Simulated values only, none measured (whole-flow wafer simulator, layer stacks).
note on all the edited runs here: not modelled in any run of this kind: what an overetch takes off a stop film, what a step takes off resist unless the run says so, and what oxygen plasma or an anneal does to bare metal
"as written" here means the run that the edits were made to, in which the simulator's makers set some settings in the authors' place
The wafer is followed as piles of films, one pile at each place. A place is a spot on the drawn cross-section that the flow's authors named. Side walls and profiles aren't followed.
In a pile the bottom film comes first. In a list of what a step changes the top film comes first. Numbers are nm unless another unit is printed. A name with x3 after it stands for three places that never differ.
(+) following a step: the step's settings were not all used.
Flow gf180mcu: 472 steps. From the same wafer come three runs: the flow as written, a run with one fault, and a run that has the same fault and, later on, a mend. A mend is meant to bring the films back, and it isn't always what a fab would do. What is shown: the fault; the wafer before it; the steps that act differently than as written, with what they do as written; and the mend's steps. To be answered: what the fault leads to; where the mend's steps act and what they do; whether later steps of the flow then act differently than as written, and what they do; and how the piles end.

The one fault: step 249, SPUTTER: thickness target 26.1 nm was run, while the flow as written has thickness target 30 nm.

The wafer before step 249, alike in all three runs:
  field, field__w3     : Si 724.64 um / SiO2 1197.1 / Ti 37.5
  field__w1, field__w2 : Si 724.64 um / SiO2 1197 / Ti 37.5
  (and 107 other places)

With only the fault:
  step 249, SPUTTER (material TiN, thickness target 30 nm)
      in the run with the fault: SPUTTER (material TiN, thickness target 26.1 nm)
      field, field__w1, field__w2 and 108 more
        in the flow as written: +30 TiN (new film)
        in the run with the fault: +26.1 TiN (new film)
  Steps later in the flow that act otherwise than as written (1 more step, not shown, differs only slightly: by at most 2% or 0.5 nm, whichever is larger):
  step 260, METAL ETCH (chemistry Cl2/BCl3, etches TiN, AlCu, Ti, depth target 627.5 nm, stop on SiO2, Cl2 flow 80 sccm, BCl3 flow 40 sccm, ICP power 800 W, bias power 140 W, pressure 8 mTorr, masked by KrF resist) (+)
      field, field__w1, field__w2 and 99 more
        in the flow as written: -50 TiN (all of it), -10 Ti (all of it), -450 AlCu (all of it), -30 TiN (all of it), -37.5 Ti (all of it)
        in the run with the fault: -50 TiN (all of it), -10 Ti (all of it), -450 AlCu (all of it), -26.1 TiN (all of it), -37.5 Ti (all of it)
  By the end, the piles at field__w8, contact, m1 and 6 more depart from the flow's by more than 2% or 0.5 nm, whichever is larger.
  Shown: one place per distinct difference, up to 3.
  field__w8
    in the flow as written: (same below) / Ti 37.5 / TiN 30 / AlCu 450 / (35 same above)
    in the run with the fault: (same below) / Ti 37.5 / TiN 26.1 / AlCu 450 / (35 same above)
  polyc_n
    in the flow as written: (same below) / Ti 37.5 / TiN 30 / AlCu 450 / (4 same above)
    in the run with the fault: (same below) / Ti 37.5 / TiN 26.1 / AlCu 450 / (4 same above)
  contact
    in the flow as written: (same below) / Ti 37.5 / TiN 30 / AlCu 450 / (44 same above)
    in the run with the fault: (same below) / Ti 37.5 / TiN 26.1 / AlCu 450 / (44 same above)

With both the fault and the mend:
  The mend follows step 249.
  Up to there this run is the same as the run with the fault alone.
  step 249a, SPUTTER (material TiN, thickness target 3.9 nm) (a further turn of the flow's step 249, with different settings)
      field, field__w1, field__w2 and 108 more
        +3.9 TiN
  Later steps of the flow that are run all act as written at every place that is followed.
  By the end, the piles equal the flow's at every place that both follow.
